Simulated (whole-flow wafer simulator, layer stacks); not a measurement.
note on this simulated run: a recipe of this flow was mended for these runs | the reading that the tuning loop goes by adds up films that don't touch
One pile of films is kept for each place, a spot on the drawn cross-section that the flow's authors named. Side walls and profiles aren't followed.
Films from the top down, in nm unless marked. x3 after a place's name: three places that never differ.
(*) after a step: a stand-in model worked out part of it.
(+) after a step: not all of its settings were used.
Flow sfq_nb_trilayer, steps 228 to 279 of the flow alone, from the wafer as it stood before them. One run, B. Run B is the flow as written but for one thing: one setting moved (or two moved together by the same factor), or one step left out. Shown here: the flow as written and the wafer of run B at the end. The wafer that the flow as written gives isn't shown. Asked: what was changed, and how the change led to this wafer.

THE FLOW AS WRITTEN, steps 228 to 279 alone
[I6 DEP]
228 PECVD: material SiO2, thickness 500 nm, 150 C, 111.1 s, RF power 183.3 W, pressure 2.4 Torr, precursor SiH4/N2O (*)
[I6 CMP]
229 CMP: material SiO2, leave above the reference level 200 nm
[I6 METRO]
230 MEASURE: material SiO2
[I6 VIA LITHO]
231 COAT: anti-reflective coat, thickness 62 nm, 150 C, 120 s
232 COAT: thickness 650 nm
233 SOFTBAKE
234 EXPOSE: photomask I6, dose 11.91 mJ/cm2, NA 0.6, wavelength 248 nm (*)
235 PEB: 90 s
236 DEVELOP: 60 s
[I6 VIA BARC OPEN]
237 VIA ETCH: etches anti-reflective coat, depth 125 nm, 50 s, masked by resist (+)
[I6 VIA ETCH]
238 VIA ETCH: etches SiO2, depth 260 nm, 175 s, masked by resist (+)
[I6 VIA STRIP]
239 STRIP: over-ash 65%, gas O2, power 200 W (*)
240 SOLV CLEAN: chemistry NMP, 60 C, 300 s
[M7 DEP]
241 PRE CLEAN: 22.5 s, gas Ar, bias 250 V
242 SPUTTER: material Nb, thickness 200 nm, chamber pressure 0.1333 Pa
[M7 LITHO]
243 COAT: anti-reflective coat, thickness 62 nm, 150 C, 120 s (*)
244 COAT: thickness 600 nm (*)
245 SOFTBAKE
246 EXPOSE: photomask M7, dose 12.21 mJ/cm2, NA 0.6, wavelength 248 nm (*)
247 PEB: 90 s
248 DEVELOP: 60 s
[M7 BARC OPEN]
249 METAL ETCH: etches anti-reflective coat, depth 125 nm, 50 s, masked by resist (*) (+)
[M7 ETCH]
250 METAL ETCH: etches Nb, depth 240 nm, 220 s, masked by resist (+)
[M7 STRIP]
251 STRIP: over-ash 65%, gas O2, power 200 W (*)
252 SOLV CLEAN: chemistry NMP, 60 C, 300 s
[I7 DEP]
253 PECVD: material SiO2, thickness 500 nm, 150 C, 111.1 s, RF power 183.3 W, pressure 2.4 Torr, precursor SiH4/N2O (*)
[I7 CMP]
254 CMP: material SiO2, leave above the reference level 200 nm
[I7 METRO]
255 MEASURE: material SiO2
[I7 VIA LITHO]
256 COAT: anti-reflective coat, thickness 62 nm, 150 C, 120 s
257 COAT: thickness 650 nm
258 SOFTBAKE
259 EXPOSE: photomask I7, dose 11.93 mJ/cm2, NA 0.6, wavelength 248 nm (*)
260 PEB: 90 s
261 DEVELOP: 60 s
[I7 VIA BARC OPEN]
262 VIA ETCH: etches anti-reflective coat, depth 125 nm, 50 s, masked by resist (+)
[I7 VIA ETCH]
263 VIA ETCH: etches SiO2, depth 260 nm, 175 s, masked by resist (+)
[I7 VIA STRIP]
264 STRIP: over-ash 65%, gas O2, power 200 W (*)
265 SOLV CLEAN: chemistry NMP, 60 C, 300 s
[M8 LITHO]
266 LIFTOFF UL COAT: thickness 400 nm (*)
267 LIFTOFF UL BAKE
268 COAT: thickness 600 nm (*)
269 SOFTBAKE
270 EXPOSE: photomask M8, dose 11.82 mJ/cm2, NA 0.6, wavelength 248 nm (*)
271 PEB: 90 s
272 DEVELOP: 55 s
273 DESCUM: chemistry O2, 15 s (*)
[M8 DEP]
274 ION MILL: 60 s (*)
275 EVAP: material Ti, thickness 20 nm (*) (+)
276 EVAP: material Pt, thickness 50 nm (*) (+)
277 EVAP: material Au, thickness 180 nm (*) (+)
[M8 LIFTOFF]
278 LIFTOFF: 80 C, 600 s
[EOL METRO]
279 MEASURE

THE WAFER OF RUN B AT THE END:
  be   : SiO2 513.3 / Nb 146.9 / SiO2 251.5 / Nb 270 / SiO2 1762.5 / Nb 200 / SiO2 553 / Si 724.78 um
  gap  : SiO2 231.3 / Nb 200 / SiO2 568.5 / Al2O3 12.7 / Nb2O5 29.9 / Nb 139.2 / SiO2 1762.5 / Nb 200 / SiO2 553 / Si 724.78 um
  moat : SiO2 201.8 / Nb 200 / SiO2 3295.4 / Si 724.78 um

The cause: step 228, PECVD: thickness 407.4 nm was run, where the flow has thickness 500 nm; step 228, PECVD: 90.53 s was run, where the flow has 111.1 s.

How the change led to this, step by step:
  228 PECVD: material SiO2, thickness 500 nm, 150 C, 111.1 s, RF power 183.3 W, pressure 2.4 Torr, precursor SiH4/N2O (*)
      field_l, p4_fl, p4_fm and 62 more: SiO2 +407.4 (as written it would be: SiO2 +500)
      v_sur, via_wl, via_w and 21 more: SiO2 +407.4 (new film) (as written it would be: SiO2 +500 (new film))
      (and at 17 more places)
  229 CMP: material SiO2, leave above the reference level 200 nm
      moat, field_r, lsp_l, ln_m5, lsp_m: nothing (as written it would be: SiO2 -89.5)
      lsp_r, l0_sur, l0v: nothing (as written it would be: SiO2 -87.7)
      (and at 98 more places)
  231 COAT: anti-reflective coat, thickness 62 nm, 150 C, 120 s
      via_sp: anti-reflective coat +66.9 (new film) (as written it would be: anti-reflective coat +62 (new film))
      via_v: anti-reflective coat +70.8 (new film) (as written it would be: anti-reflective coat +62 (new film))
      (and at 7 more places)
  232 COAT: thickness 650 nm
      via_v: KrF-resist-other-grade +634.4 (new film) (as written it would be: KrF-resist-other-grade +650 (new film))
      be: KrF-resist-other-grade +779 (new film) (as written it would be: KrF-resist-other-grade +650 (new film))
  236 DEVELOP: 60 s
      via_v: KrF-resist-other-grade -633.1 (all of it) (as written it would be: KrF-resist-other-grade -648.6 (all of it))
  237 VIA ETCH: etches anti-reflective coat, depth 125 nm, 50 s, masked by resist (+)
      via_v: anti-reflective coat -70.8 (all of it), SiO2 -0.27 (as written it would be: anti-reflective coat -62 (all of it), SiO2 -0.31)
  239 STRIP: over-ash 65%, gas O2, power 200 W (*)
      via_sp: KrF-resist-other-grade -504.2 (all of it), anti-reflective coat -66.9 (all of it) (as written it would be: KrF-resist-other-grade -510.8 (all of it), anti-reflective coat -62 (all of it))
      wire: KrF-resist-other-grade -513 (all of it), anti-reflective coat -40.3 (all of it) (as written it would be: KrF-resist-other-grade -510.8 (all of it), anti-reflective coat -62 (all of it))
      (and at 6 more places)
  242 SPUTTER: material Nb, thickness 200 nm, chamber pressure 0.1333 Pa
      be: Nb +146.9 (new film) (as written it would be: Nb +200 (new film))
  243 COAT: anti-reflective coat, thickness 62 nm, 150 C, 120 s (*)
      wire: anti-reflective coat +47 (new film) (as written it would be: anti-reflective coat +34.5 (new film))
      be: anti-reflective coat +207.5 (new film) (as written it would be: anti-reflective coat +68.4 (new film))
      (and at 3 more places)
  244 COAT: thickness 600 nm (*)
      wire: KrF-resist-other-grade +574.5 (new film) (as written it would be: KrF-resist-other-grade +604.2 (new film))
      be: KrF-resist-other-grade +726.2 (new film) (as written it would be: KrF-resist-other-grade +585.4 (new film))
  251 STRIP: over-ash 65%, gas O2, power 200 W (*)
      wire: KrF-resist-other-grade -339.1 (all of it), anti-reflective coat -47 (all of it) (as written it would be: KrF-resist-other-grade -368.8 (all of it), anti-reflective coat -34.5 (all of it))
      be: KrF-resist-other-grade -490.5 (all of it), anti-reflective coat -207.5 (all of it) (as written it would be: KrF-resist-other-grade -350 (all of it), anti-reflective coat -68.4 (all of it))
      (and at 4 more places)
  253 PECVD: material SiO2, thickness 500 nm, 150 C, 111.1 s, RF power 183.3 W, pressure 2.4 Torr, precursor SiH4/N2O (*)
      be: SiO2 +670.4 (new film) (as written it would be: SiO2 +500 (new film))
  254 CMP: material SiO2, leave above the reference level 200 nm
      field_r, lsp_l: SiO2 -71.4 (as written it would be: SiO2 -73.2)
      l0_sur, l0v: SiO2 -80.4 (as written it would be: SiO2 -83.6)
      (and at 2 more places)
